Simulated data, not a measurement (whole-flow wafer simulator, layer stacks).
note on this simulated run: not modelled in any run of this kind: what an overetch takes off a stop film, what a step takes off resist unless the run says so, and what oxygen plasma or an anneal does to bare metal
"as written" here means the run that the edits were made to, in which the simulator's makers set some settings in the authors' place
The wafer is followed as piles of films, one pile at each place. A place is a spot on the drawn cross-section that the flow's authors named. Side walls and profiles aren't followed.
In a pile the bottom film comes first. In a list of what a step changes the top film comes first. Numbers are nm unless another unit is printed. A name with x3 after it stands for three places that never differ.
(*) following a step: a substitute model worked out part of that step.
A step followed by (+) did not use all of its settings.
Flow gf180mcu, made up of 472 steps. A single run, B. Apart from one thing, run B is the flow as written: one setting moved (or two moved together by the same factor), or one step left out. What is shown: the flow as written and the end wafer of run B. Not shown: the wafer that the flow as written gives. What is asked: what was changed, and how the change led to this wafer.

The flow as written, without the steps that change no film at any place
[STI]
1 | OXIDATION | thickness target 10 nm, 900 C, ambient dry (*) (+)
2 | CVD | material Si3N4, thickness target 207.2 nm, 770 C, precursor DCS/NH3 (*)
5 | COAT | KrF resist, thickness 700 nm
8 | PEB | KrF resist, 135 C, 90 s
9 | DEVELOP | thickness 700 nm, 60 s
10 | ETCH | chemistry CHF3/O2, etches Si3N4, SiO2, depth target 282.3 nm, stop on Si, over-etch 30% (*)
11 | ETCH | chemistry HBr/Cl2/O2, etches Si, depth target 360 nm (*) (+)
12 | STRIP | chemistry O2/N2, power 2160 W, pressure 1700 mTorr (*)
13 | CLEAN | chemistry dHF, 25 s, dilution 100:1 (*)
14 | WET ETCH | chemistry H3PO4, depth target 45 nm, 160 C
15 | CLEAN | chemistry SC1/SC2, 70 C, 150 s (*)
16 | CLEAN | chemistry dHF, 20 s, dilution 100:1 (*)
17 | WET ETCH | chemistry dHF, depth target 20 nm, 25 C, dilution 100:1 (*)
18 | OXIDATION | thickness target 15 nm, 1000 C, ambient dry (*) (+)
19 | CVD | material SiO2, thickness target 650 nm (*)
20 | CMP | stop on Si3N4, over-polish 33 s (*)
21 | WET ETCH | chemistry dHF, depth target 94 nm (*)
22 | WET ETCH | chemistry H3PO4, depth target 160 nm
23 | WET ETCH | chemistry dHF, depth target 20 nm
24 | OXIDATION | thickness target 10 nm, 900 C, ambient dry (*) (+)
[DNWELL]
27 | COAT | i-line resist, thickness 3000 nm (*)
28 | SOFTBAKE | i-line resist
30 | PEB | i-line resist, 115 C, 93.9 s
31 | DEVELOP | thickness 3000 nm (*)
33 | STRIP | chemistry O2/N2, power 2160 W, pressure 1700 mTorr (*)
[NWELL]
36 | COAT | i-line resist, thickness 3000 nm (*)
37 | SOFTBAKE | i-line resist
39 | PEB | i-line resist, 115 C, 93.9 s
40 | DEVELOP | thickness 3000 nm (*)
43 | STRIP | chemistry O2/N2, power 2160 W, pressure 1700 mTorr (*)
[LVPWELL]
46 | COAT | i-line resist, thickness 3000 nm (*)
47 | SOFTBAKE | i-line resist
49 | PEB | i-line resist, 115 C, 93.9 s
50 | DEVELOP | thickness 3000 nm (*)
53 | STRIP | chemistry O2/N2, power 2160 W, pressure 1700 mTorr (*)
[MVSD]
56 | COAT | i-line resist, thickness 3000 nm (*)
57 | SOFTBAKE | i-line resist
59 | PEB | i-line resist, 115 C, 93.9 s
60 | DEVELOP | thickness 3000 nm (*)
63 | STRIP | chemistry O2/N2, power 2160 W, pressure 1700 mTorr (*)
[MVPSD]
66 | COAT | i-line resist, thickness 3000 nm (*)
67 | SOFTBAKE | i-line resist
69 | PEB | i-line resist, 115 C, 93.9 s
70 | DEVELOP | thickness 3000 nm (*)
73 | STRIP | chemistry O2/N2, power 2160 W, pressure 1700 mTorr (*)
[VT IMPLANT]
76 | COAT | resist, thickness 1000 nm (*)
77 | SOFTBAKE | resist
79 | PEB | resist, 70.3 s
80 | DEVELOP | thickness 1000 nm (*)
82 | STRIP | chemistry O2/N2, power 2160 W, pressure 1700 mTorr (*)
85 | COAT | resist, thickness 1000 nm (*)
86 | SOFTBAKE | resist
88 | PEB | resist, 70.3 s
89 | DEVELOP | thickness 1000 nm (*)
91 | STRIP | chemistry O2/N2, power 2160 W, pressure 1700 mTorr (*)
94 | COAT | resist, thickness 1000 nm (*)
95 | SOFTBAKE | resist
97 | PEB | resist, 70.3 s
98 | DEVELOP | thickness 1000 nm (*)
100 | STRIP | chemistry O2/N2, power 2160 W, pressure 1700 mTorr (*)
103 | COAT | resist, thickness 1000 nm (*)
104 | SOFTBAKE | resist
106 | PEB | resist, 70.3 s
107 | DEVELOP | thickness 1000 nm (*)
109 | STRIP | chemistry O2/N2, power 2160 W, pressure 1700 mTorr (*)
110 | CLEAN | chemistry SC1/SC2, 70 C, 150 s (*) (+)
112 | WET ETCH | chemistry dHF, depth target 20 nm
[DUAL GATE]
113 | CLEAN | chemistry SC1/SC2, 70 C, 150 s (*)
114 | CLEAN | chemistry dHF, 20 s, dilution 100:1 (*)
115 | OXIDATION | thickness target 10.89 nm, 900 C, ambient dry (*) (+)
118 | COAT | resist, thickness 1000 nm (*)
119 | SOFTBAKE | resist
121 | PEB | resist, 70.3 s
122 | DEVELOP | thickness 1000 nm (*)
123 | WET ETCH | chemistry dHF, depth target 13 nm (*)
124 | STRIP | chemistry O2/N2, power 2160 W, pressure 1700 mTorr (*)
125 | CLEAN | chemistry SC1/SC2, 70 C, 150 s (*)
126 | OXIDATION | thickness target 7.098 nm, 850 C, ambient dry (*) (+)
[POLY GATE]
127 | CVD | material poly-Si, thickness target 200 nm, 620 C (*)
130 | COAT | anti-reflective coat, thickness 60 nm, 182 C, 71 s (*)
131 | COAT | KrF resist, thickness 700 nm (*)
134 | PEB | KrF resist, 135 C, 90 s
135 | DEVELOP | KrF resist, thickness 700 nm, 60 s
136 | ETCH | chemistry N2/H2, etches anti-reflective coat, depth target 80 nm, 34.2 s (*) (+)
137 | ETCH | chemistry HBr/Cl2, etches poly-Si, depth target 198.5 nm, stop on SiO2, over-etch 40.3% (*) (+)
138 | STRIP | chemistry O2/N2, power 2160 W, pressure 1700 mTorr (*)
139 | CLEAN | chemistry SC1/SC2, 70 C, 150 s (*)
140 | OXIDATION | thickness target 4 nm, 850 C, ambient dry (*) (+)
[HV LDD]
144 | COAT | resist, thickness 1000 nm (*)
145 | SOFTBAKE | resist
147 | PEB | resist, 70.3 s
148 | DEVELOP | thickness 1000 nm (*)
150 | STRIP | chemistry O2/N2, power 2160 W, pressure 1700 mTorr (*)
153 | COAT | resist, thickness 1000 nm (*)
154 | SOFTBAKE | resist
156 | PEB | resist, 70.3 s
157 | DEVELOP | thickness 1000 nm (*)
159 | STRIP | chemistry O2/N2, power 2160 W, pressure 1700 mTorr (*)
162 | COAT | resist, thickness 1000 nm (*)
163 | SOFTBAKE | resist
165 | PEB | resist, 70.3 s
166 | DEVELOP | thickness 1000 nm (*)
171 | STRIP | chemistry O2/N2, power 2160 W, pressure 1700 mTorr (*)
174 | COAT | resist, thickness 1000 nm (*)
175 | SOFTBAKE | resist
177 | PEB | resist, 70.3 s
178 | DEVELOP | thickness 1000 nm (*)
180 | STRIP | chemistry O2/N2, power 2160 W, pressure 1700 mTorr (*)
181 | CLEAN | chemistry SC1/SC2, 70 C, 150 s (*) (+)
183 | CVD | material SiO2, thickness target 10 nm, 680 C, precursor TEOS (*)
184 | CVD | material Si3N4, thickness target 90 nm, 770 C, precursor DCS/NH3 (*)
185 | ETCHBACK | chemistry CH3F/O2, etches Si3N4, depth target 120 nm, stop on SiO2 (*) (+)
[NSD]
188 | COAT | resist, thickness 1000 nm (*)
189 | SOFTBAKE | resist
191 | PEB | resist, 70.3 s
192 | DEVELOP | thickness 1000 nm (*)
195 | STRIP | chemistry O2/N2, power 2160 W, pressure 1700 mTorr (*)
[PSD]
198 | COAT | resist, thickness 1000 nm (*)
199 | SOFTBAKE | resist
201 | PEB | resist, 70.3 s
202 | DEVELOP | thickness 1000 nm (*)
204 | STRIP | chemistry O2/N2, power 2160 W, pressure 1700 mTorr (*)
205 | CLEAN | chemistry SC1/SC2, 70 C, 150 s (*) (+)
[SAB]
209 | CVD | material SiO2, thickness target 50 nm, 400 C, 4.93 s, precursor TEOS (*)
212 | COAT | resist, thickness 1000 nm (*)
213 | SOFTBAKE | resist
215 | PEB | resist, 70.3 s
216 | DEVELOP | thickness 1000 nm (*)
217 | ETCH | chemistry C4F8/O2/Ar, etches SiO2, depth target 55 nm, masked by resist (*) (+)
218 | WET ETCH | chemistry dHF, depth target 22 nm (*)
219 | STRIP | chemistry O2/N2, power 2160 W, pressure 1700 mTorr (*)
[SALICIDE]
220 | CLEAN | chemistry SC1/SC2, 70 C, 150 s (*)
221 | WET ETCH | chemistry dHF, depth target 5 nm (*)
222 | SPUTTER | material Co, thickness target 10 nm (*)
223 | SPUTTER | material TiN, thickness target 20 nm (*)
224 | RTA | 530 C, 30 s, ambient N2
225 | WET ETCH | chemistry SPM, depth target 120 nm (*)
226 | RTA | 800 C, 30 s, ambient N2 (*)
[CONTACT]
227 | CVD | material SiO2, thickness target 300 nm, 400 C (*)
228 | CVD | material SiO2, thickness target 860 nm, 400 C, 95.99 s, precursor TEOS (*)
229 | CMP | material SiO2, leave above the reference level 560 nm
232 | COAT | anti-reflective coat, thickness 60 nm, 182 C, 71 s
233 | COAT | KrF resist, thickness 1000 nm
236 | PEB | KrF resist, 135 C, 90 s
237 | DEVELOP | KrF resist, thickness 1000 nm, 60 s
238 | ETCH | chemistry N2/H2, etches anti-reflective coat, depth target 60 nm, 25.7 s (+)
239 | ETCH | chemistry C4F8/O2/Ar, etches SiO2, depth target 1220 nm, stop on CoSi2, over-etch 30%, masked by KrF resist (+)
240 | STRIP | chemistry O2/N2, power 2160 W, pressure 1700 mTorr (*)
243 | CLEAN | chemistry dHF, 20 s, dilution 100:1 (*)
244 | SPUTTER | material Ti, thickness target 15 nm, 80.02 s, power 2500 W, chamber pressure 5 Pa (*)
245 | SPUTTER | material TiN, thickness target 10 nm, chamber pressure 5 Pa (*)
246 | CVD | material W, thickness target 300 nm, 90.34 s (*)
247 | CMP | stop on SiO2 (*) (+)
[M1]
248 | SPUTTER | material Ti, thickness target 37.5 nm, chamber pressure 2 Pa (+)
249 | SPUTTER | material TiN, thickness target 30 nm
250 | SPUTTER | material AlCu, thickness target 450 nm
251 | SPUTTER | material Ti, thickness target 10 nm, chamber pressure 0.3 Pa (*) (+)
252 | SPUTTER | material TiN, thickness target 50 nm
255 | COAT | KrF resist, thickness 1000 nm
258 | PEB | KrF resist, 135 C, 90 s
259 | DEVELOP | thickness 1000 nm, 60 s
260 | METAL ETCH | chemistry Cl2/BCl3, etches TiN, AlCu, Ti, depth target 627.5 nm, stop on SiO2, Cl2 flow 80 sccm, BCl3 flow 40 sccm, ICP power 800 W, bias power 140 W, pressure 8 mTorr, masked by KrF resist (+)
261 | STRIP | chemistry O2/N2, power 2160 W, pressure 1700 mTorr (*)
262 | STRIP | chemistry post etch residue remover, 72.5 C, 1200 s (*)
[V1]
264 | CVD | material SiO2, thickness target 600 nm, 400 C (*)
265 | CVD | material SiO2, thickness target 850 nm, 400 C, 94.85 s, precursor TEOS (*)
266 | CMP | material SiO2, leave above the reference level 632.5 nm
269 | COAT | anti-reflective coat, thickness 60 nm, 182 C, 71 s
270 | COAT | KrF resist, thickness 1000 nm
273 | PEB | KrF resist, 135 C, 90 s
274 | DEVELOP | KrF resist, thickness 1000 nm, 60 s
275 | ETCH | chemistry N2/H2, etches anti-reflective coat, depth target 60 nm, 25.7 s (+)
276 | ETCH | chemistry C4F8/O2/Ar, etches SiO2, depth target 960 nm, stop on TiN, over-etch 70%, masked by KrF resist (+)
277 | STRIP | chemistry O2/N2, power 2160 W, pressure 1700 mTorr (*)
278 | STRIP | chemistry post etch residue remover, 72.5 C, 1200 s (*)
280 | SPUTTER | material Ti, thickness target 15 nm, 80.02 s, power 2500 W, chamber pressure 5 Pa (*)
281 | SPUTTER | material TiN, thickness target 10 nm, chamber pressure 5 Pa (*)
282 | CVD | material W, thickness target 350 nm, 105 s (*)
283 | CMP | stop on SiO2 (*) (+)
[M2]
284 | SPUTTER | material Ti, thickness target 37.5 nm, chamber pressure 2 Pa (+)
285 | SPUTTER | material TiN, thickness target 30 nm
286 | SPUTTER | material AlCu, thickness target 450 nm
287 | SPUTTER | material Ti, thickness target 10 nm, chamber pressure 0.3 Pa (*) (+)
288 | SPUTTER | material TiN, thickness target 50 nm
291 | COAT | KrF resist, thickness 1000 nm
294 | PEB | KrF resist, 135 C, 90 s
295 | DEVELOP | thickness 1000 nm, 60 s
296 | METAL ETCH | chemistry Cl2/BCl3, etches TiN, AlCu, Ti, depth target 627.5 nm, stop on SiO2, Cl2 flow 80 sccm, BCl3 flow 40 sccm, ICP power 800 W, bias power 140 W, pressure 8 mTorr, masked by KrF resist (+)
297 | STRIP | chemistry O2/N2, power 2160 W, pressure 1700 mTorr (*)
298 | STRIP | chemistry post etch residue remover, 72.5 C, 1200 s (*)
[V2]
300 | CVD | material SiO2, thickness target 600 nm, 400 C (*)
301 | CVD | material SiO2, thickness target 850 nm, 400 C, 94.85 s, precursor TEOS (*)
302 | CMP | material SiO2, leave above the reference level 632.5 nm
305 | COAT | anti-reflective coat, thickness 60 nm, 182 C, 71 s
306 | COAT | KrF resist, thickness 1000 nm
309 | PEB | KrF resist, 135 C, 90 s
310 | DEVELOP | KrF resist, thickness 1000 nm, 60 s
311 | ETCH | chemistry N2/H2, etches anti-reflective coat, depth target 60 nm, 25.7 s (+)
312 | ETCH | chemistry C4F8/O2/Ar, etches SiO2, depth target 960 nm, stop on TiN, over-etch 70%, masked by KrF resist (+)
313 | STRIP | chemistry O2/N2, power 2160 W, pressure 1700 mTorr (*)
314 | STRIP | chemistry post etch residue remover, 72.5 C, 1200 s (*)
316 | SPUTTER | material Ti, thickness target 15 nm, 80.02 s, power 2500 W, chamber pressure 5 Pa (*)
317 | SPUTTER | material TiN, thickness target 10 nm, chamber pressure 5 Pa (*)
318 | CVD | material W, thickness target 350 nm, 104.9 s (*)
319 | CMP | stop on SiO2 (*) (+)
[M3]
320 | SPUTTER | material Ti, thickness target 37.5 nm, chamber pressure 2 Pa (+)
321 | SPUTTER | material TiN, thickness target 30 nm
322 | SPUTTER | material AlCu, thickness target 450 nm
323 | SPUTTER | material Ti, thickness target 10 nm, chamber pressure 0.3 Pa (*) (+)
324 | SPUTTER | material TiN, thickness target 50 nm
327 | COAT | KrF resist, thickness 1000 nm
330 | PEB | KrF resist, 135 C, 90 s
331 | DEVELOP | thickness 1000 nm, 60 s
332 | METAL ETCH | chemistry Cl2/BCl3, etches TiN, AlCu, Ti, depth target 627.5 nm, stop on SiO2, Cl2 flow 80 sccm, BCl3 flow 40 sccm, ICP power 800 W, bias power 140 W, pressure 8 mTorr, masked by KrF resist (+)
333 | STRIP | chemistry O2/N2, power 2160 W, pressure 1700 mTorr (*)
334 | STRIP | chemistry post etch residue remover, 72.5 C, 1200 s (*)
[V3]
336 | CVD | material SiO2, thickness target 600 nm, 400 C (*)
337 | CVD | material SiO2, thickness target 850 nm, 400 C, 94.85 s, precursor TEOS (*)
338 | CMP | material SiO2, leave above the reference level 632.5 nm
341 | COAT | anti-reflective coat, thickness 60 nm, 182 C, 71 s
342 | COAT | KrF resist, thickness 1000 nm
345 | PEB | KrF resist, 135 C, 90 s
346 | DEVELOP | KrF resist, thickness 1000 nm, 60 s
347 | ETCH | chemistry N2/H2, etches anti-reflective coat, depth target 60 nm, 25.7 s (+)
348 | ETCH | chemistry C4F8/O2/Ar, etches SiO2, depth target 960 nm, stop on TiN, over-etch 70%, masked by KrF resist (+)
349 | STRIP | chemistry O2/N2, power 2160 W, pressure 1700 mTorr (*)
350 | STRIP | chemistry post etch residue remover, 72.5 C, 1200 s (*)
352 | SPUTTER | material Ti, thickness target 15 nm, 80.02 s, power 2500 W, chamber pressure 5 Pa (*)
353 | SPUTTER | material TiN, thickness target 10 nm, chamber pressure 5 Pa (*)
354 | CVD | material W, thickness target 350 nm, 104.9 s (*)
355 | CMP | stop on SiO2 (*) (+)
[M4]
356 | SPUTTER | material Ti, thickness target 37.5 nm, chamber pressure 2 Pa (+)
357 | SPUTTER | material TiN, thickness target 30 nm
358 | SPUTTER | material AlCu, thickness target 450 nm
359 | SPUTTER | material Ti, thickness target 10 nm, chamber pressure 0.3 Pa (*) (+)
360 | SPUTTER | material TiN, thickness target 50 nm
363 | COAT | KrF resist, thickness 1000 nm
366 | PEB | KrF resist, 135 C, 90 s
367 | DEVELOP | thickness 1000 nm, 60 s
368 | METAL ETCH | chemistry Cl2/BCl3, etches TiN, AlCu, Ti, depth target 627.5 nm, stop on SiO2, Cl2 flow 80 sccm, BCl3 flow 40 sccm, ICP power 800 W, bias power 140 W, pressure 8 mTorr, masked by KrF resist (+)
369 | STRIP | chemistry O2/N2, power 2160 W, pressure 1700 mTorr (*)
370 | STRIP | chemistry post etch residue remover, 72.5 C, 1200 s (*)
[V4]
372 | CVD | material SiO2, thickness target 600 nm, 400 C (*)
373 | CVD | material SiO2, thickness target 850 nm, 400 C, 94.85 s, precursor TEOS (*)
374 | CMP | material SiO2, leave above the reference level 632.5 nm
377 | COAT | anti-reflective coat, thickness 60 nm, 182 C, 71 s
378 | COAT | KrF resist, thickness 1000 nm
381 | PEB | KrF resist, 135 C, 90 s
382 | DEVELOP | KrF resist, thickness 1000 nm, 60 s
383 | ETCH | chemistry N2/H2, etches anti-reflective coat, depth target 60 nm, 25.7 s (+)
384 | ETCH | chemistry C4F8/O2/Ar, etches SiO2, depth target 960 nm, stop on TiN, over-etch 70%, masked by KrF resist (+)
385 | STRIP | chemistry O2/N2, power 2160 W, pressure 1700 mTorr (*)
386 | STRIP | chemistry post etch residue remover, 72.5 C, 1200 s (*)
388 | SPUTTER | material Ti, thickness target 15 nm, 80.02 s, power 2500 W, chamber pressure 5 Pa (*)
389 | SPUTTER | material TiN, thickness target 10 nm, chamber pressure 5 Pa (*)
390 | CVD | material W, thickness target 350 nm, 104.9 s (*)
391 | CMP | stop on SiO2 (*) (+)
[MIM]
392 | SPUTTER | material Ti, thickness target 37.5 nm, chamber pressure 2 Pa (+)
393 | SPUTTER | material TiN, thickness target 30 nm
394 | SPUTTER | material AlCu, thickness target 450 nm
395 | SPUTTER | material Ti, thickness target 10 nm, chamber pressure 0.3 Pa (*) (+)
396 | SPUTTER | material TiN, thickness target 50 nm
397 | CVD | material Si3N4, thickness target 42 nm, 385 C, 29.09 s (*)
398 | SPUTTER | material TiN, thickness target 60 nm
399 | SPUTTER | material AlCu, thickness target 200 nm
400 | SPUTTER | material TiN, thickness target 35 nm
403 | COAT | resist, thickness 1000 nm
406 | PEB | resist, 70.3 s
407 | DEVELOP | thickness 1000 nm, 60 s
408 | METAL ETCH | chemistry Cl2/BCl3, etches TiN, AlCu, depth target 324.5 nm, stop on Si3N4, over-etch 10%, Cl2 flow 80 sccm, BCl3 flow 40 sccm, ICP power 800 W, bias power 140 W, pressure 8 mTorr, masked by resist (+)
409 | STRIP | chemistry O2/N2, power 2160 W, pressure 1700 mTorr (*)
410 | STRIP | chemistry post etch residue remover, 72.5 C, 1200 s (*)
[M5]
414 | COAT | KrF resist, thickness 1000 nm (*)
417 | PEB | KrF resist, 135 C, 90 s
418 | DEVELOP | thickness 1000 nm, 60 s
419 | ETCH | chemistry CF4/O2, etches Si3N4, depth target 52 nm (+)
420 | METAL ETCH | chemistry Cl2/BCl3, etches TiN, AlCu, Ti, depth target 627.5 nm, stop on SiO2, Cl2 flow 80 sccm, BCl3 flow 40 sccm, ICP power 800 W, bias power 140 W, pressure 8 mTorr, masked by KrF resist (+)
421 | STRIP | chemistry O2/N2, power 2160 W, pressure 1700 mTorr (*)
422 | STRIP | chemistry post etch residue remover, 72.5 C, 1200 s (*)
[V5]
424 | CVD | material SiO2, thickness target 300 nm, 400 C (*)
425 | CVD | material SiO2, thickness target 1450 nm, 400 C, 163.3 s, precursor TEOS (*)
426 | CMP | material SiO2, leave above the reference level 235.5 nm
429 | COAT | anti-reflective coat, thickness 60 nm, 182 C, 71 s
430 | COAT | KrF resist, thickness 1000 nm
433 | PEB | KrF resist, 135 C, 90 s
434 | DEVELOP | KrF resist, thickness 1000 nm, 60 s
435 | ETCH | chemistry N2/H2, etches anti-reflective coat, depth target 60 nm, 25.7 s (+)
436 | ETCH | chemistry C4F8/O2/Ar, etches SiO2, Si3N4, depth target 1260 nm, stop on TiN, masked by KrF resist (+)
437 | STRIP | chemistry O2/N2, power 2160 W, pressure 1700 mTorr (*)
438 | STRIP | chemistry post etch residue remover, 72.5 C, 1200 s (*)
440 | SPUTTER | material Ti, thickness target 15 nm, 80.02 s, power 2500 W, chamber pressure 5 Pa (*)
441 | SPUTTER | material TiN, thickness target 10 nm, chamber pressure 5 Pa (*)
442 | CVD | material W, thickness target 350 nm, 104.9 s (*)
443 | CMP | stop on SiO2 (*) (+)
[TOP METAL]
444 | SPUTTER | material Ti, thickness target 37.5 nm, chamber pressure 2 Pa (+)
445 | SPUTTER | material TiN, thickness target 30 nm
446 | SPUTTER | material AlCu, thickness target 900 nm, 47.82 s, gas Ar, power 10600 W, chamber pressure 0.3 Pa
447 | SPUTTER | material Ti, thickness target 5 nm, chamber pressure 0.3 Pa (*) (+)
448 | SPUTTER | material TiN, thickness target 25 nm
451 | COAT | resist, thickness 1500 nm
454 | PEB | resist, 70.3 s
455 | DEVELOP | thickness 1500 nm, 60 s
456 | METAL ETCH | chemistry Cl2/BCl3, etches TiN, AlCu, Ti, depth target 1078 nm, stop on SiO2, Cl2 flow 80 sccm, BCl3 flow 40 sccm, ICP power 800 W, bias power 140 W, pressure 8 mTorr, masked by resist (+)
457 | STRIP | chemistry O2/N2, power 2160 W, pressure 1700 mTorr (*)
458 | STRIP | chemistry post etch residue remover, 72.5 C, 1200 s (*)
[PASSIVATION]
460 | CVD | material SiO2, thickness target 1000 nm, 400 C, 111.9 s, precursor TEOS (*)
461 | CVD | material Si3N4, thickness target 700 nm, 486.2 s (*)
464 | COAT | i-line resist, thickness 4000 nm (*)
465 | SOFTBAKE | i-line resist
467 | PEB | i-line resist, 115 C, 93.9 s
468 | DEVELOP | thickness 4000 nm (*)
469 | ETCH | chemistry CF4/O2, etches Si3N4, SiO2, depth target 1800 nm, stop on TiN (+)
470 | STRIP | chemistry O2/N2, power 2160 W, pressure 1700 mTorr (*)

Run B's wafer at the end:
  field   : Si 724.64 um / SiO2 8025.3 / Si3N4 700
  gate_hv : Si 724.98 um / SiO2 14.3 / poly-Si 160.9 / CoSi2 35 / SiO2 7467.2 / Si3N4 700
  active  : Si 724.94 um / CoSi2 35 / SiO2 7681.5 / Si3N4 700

What caused this: step 250, SPUTTER: thickness target 248 nm was run, though the flow has thickness target 450 nm.

Step by step, how the change led to this:
  250 | SPUTTER | material AlCu, thickness target 450 nm
      field, field__w1, field__w2 and 108 more: AlCu gains 248 (new film) (as written it would have been: AlCu gains 450 (new film))
  260 | METAL ETCH | chemistry Cl2/BCl3, etches TiN, AlCu, Ti, depth target 627.5 nm, stop on SiO2, Cl2 flow 80 sccm, BCl3 flow 40 sccm, ICP power 800 W, bias power 140 W, pressure 8 mTorr, masked by KrF resist (+)
      field, field__w1, field__w2 and 99 more: TiN loses 50 (all of it), Ti loses 10 (all of it), AlCu loses 248 (all of it), TiN loses 30 (all of it), Ti loses 37.5 (all of it) (as written it would have been: TiN loses 50 (all of it), Ti loses 10 (all of it), AlCu loses 450 (all of it), TiN loses 30 (all of it), Ti loses 37.5 (all of it))
      field__w8, contact, m1 and 6 more: KrF resist loses 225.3 (as written it would have been: KrF resist loses 251)
  261 | STRIP | chemistry O2/N2, power 2160 W, pressure 1700 mTorr (*)
      field__w8, contact, m1 and 6 more: KrF resist loses 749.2 (all of it) (as written it would have been: KrF resist loses 723.5 (all of it))
  266 | CMP | material SiO2, leave above the reference level 632.5 nm
      field, field__w1, field__w2 and 99 more: SiO2 loses 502 (as written it would have been: SiO2 loses 300)
